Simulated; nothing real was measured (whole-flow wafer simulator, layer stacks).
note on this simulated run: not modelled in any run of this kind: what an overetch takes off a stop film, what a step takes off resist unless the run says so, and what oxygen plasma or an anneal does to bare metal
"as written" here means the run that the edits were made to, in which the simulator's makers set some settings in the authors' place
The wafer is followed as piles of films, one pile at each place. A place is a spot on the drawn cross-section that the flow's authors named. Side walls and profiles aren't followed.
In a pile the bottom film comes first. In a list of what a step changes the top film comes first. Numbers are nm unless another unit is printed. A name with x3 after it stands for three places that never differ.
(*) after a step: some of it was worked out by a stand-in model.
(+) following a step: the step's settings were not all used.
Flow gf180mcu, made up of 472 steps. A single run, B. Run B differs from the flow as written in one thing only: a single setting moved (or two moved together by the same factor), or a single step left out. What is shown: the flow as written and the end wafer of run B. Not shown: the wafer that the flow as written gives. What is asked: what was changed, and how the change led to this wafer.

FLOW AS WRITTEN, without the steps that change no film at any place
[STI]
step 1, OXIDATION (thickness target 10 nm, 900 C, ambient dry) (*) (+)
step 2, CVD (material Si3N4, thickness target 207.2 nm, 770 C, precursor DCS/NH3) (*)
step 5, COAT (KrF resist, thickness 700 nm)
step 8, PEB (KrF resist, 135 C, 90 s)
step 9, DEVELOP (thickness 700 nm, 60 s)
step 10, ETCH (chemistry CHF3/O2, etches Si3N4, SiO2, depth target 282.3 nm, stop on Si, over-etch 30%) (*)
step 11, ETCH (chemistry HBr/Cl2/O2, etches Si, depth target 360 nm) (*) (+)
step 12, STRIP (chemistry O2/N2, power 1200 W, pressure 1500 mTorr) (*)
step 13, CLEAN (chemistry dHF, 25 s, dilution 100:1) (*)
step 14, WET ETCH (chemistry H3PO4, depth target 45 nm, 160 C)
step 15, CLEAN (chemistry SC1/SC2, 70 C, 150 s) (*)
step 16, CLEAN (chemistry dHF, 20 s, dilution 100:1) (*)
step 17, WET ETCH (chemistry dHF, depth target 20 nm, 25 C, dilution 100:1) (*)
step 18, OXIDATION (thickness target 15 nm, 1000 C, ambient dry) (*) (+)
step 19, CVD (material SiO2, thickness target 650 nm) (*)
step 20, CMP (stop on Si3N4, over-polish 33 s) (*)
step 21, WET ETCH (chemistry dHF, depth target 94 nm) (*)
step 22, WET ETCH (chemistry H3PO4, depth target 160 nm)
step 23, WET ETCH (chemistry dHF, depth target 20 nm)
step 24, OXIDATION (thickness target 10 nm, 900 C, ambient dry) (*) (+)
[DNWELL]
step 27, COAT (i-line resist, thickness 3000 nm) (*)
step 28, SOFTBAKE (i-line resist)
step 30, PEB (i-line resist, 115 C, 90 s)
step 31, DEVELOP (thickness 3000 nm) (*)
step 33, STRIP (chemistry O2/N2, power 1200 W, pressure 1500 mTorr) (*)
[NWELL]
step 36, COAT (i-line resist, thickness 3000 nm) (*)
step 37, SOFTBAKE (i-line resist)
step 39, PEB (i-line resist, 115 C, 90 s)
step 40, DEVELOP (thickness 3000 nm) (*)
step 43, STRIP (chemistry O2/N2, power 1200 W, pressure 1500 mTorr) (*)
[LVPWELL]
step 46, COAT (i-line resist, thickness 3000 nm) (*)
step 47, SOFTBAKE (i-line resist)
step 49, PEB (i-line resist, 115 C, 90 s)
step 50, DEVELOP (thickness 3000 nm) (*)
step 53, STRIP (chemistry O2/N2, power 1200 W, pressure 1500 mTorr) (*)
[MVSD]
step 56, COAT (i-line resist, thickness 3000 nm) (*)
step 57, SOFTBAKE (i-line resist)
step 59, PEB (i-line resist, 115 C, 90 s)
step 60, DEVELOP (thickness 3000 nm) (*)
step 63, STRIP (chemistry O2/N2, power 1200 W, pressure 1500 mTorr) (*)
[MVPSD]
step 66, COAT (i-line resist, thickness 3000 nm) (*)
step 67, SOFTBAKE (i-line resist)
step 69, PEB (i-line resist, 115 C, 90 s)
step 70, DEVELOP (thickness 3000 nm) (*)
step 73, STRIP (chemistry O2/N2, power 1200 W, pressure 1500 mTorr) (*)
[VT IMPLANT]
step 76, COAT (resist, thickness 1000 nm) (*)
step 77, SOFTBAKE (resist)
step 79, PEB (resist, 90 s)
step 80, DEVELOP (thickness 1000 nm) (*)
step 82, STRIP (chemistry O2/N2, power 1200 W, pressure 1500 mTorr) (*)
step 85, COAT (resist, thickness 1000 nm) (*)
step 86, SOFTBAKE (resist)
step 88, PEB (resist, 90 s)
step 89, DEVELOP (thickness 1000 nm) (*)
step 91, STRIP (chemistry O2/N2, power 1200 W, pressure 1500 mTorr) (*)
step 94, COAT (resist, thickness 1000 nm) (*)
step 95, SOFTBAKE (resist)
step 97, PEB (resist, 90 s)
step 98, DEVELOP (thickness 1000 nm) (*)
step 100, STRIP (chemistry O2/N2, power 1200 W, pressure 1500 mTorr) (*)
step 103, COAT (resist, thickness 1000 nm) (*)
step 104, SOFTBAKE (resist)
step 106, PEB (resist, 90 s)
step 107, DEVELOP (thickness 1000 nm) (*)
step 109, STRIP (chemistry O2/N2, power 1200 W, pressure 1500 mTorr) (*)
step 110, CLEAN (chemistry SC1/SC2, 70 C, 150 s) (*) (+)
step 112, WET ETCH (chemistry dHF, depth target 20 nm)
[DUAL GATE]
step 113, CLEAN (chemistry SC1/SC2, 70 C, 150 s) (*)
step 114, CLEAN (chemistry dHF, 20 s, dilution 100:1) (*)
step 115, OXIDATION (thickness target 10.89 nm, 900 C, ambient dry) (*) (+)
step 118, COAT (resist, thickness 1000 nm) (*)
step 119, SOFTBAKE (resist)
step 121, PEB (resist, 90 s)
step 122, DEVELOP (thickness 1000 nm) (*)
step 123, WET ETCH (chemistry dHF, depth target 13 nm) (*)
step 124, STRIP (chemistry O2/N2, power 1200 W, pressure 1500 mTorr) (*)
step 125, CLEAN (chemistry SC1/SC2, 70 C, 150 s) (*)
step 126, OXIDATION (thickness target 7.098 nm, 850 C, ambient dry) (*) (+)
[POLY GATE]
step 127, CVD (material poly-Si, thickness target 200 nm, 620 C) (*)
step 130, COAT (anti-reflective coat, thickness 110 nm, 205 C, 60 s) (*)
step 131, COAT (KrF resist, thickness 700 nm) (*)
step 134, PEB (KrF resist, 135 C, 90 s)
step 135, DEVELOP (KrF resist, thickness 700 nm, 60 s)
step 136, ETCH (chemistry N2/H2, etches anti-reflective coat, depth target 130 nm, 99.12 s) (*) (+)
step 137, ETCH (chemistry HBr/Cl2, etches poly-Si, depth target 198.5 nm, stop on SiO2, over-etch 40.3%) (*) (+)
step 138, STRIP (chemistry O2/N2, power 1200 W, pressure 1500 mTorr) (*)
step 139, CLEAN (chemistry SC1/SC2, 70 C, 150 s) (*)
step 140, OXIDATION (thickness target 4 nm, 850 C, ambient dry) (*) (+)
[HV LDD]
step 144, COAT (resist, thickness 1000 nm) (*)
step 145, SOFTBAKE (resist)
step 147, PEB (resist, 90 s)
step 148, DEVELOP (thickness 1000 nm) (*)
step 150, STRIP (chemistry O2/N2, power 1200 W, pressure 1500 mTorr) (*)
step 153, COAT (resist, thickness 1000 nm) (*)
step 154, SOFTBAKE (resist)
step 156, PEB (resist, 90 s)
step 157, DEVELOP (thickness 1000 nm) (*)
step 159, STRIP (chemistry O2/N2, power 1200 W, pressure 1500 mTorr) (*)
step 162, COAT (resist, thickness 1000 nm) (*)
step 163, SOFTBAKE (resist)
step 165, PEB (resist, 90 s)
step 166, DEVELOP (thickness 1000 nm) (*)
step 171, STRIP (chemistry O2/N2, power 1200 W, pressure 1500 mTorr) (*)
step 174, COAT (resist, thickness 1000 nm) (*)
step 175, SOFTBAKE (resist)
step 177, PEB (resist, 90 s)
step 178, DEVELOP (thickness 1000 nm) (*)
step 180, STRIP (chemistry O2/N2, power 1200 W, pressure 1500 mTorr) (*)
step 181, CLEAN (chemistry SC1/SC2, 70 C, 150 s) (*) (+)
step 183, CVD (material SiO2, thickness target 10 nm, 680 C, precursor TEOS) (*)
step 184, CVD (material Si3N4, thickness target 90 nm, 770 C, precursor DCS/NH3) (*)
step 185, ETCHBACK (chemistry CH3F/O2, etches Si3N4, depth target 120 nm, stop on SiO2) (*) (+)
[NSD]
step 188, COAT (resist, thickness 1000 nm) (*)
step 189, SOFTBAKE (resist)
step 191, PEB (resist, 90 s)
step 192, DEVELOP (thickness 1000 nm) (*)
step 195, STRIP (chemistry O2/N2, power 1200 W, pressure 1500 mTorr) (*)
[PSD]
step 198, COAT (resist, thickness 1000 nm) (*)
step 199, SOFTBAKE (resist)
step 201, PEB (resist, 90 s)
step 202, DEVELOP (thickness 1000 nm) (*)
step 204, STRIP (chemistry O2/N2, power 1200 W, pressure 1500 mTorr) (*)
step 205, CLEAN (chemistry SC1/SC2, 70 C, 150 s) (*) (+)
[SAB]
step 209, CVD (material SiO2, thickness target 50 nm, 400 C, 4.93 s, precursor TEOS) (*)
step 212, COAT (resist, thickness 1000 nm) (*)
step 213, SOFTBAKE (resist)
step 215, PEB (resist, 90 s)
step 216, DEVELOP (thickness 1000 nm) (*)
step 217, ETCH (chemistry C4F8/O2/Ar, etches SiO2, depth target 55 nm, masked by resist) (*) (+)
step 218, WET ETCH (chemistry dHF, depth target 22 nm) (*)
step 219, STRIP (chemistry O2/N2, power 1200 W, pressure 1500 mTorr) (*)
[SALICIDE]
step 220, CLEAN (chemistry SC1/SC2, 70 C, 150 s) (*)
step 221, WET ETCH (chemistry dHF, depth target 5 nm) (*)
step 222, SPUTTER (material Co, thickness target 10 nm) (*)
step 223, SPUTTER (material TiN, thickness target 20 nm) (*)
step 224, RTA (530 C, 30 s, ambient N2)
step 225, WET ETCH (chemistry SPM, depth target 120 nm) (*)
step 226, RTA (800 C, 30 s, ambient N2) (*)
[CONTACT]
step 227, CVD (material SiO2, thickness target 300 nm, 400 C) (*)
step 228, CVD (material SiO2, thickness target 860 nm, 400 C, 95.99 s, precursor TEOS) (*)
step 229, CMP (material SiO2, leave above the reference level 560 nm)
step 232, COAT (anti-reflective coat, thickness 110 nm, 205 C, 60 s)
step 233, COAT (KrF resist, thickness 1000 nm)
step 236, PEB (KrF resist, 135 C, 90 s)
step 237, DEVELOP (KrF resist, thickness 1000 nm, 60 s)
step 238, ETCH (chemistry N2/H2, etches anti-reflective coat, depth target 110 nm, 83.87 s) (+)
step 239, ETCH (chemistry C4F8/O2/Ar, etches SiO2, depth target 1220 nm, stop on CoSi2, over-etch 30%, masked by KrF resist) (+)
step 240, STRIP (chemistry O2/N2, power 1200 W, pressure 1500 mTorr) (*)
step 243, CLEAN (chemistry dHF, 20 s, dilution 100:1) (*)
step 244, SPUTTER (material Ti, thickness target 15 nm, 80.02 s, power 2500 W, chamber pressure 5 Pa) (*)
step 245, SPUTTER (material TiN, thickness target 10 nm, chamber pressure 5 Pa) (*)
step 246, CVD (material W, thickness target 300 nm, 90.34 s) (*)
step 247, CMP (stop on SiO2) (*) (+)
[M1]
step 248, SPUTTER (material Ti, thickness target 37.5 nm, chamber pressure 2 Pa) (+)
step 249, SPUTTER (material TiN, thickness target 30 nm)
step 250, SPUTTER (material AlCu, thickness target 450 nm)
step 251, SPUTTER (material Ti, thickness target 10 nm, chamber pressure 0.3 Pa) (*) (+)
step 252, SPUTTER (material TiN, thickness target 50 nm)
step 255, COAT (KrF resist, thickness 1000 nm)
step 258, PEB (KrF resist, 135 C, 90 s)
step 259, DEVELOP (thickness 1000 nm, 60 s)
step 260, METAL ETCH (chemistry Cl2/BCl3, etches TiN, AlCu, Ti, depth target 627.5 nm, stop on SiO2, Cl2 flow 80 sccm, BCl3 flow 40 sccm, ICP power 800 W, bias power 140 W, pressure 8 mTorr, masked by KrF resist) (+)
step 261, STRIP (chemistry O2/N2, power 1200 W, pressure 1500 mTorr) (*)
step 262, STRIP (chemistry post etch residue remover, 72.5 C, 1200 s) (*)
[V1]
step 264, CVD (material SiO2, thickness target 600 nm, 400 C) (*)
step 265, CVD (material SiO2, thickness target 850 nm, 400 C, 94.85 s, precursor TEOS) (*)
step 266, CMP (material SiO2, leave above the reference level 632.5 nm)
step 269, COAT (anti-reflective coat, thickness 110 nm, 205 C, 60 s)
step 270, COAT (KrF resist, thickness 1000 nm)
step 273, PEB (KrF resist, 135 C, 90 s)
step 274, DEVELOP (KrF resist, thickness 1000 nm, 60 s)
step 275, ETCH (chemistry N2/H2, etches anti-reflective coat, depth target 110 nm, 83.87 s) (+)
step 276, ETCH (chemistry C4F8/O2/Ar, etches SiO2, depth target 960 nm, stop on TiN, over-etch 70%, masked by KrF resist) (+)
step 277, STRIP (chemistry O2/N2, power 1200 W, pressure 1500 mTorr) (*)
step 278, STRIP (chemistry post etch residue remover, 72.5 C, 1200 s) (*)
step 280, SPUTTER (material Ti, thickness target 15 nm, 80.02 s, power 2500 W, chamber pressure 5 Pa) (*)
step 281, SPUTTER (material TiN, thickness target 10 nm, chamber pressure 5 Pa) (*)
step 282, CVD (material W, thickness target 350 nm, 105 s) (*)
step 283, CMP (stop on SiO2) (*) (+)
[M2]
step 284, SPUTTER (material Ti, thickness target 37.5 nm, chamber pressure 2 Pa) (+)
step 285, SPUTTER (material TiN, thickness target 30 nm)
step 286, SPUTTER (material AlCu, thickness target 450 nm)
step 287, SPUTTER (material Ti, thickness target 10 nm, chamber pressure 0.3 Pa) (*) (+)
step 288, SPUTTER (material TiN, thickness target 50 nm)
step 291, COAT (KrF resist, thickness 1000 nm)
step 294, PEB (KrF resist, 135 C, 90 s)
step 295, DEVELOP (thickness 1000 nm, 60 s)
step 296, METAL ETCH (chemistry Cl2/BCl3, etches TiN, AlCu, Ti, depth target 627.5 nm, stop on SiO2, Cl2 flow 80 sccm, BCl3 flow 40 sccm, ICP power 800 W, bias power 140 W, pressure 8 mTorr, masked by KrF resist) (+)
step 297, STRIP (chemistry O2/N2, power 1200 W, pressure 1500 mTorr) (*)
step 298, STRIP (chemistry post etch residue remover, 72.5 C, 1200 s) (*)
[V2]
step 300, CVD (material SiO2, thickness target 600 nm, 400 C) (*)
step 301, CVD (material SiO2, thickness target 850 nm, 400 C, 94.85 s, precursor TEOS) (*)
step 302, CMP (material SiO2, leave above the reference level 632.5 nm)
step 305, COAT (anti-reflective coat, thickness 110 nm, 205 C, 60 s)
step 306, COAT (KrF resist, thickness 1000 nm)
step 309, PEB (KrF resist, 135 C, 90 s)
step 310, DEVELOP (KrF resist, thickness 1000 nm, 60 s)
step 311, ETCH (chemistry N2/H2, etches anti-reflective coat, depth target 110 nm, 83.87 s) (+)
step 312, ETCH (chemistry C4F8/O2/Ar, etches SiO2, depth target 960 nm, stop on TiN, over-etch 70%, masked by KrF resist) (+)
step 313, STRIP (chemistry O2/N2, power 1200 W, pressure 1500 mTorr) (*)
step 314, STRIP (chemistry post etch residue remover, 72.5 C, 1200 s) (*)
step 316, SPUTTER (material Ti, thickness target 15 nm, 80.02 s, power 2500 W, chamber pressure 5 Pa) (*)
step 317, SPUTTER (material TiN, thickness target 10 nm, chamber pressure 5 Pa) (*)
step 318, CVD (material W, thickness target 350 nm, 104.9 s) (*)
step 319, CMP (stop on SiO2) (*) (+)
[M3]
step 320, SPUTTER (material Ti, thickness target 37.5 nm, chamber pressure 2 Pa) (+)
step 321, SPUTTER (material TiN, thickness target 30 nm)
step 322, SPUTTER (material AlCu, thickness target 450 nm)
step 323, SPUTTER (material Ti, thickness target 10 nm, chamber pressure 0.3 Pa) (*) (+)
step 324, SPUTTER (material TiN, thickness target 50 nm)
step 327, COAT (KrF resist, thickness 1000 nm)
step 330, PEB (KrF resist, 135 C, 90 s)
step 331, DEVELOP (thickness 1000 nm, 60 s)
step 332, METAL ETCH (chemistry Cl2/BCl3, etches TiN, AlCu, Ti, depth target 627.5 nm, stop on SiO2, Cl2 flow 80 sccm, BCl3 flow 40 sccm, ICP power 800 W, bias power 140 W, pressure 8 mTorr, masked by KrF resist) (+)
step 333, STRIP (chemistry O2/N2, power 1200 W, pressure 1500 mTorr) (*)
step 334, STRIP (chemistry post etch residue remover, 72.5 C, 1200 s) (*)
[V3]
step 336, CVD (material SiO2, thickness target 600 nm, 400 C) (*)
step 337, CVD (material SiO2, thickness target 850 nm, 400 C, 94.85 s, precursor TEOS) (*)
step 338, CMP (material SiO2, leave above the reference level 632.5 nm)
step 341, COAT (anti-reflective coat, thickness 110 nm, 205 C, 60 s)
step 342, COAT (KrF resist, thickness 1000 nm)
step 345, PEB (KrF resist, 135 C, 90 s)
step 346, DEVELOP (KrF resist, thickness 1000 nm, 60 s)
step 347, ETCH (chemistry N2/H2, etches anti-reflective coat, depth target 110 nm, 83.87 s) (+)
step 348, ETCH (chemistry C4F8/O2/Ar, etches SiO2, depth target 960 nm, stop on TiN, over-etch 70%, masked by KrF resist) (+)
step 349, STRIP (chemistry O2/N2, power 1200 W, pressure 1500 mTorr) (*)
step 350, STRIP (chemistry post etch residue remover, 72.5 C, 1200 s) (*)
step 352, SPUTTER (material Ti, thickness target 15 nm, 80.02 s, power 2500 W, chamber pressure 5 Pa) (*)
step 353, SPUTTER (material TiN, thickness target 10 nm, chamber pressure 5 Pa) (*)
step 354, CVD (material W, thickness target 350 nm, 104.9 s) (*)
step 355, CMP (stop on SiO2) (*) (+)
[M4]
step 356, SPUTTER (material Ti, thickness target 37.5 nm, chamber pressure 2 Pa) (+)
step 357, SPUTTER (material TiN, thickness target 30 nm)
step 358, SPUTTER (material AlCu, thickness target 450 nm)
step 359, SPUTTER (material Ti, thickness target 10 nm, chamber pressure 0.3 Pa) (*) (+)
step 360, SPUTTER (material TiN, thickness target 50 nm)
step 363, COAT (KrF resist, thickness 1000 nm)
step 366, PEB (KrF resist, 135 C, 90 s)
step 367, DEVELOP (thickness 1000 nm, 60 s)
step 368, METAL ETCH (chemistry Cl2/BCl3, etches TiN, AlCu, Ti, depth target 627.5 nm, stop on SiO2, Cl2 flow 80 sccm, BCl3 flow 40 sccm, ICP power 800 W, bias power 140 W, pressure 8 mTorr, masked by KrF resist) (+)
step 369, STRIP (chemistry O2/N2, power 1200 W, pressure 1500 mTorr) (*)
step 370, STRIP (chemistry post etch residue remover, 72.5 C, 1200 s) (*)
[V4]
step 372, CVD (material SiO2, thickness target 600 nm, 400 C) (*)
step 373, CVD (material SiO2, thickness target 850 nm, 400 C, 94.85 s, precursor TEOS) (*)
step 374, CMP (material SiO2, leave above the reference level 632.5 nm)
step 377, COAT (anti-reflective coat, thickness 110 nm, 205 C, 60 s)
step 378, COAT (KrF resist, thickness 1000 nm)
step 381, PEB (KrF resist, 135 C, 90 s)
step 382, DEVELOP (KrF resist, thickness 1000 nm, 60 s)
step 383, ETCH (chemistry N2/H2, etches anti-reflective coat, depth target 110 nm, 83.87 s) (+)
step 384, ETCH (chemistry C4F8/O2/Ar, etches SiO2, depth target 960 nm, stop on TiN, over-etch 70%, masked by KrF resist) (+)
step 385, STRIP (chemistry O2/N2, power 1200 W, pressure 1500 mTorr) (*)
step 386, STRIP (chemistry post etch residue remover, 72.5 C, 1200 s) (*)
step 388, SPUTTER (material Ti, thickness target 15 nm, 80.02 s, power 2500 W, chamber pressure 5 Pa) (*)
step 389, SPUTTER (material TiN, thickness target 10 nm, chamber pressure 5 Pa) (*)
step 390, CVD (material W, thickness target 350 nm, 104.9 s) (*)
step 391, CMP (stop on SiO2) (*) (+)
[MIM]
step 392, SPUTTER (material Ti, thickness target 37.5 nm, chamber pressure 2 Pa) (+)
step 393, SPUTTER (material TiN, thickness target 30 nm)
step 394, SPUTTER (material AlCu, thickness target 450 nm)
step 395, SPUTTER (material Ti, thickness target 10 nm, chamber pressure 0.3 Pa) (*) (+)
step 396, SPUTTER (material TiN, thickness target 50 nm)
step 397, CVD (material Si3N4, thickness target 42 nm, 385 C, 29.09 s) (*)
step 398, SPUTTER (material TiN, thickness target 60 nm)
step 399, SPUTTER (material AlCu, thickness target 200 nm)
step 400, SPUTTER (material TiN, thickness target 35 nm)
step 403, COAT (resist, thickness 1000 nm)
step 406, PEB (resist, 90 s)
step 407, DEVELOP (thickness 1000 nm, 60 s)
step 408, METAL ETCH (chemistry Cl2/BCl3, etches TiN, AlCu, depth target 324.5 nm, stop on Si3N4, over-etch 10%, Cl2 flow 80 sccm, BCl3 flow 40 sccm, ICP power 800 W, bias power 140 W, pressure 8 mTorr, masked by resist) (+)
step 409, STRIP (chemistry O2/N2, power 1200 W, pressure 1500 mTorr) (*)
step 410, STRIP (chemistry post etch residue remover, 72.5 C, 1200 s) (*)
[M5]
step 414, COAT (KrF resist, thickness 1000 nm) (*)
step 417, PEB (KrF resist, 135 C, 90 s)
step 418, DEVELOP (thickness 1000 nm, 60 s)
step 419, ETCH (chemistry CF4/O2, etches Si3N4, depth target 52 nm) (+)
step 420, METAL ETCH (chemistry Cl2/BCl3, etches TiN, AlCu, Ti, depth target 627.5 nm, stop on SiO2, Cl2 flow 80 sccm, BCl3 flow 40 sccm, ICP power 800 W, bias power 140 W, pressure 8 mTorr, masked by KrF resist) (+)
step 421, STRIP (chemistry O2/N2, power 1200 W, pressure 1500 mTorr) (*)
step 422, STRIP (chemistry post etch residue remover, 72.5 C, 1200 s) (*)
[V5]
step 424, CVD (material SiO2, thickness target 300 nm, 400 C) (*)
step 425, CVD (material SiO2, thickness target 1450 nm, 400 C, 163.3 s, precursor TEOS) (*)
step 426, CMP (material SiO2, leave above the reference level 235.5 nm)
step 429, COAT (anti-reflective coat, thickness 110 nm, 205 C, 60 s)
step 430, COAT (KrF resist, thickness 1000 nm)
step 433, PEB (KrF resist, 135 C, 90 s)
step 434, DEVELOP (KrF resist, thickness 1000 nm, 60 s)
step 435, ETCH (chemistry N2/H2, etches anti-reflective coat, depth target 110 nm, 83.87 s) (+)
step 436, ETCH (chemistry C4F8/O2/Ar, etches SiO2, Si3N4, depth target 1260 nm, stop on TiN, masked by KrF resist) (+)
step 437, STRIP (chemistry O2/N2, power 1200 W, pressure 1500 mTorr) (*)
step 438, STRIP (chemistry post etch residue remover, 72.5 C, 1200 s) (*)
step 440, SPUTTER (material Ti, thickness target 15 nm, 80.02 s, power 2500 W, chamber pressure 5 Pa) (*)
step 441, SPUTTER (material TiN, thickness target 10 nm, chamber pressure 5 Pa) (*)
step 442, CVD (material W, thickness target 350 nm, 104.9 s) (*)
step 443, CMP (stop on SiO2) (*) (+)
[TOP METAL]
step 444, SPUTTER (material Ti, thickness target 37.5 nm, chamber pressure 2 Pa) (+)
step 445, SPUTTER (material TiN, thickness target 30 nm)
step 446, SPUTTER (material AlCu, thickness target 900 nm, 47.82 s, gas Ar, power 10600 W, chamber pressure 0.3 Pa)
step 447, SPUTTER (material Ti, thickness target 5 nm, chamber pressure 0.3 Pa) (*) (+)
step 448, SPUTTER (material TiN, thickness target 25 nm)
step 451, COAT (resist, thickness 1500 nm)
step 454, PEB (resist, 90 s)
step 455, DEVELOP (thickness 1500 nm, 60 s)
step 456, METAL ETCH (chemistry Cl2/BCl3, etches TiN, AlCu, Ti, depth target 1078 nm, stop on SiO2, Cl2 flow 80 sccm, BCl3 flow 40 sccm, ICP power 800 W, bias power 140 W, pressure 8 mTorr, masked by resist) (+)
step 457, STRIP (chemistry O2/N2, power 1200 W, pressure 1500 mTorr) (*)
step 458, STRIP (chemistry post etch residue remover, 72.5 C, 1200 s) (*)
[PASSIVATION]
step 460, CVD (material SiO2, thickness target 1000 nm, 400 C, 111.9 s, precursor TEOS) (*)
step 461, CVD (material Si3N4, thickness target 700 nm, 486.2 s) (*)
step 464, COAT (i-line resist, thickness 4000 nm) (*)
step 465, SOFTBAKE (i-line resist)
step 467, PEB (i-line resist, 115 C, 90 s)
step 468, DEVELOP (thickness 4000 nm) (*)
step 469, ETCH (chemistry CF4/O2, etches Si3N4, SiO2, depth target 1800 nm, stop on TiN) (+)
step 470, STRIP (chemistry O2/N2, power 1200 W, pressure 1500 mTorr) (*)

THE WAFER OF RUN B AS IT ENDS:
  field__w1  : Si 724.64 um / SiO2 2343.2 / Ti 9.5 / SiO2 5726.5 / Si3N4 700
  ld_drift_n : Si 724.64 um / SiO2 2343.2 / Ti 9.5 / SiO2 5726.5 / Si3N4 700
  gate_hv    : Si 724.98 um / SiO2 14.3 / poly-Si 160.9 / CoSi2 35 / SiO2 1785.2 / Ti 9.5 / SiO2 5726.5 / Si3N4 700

The reason: step 286, SPUTTER: thickness target 302 nm was run, while the flow as written has thickness target 450 nm; step 296, METAL ETCH: depth target 420 nm was run, where the flow has depth target 627.5 nm.

The path from the change to this, step by step:
  step 286, SPUTTER (material AlCu, thickness target 450 nm)
      field, field__w1, field__w2 and 108 more: +302 AlCu (new film) (it would be, as written: +450 AlCu (new film))
  step 296, METAL ETCH (chemistry Cl2/BCl3, etches TiN, AlCu, Ti, depth target 627.5 nm, stop on SiO2, Cl2 flow 80 sccm, BCl3 flow 40 sccm, ICP power 800 W, bias power 140 W, pressure 8 mTorr, masked by KrF resist) (+)
      field, field__w1, field__w2 and 103 more: -50 TiN (all of it), -10 Ti (all of it), -302 AlCu (all of it), -30 TiN (all of it), -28 Ti (it would be, as written: -50 TiN (all of it), -10 Ti (all of it), -450 AlCu (all of it), -30 TiN (all of it), -37.5 Ti (all of it))
      field__w8, contact, m1, m1__w1, m1_nw: -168 KrF resist (it would be, as written: -251 KrF resist)
  step 297, STRIP (chemistry O2/N2, power 1200 W, pressure 1500 mTorr) (*)
      field__w8, contact, m1, m1__w1, m1_nw: -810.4 KrF resist (all of it) (it would be, as written: -727.4 KrF resist (all of it))
  step 300, CVD (material SiO2, thickness target 600 nm, 400 C) (*)
      field, field__w1, field__w2 and 103 more: +600 SiO2 (new film) (it would be, as written: +600 SiO2)
  step 302, CMP (material SiO2, leave above the reference level 632.5 nm)
      field, field__w1, field__w2 and 103 more: -457.5 SiO2 (it would be, as written: -300 SiO2)
With metal films that touch counted as one body, field__w1 has 1 body; the flow as written gives 0 bodies.
With metal films that touch counted as one body, ld_drift_n has 1 body; the flow as written gives 0 bodies.
With metal films that touch counted as one body, gate_hv has 2 bodies (between them, from the top down: SiO2 1785.2); the flow as written gives 1 body.
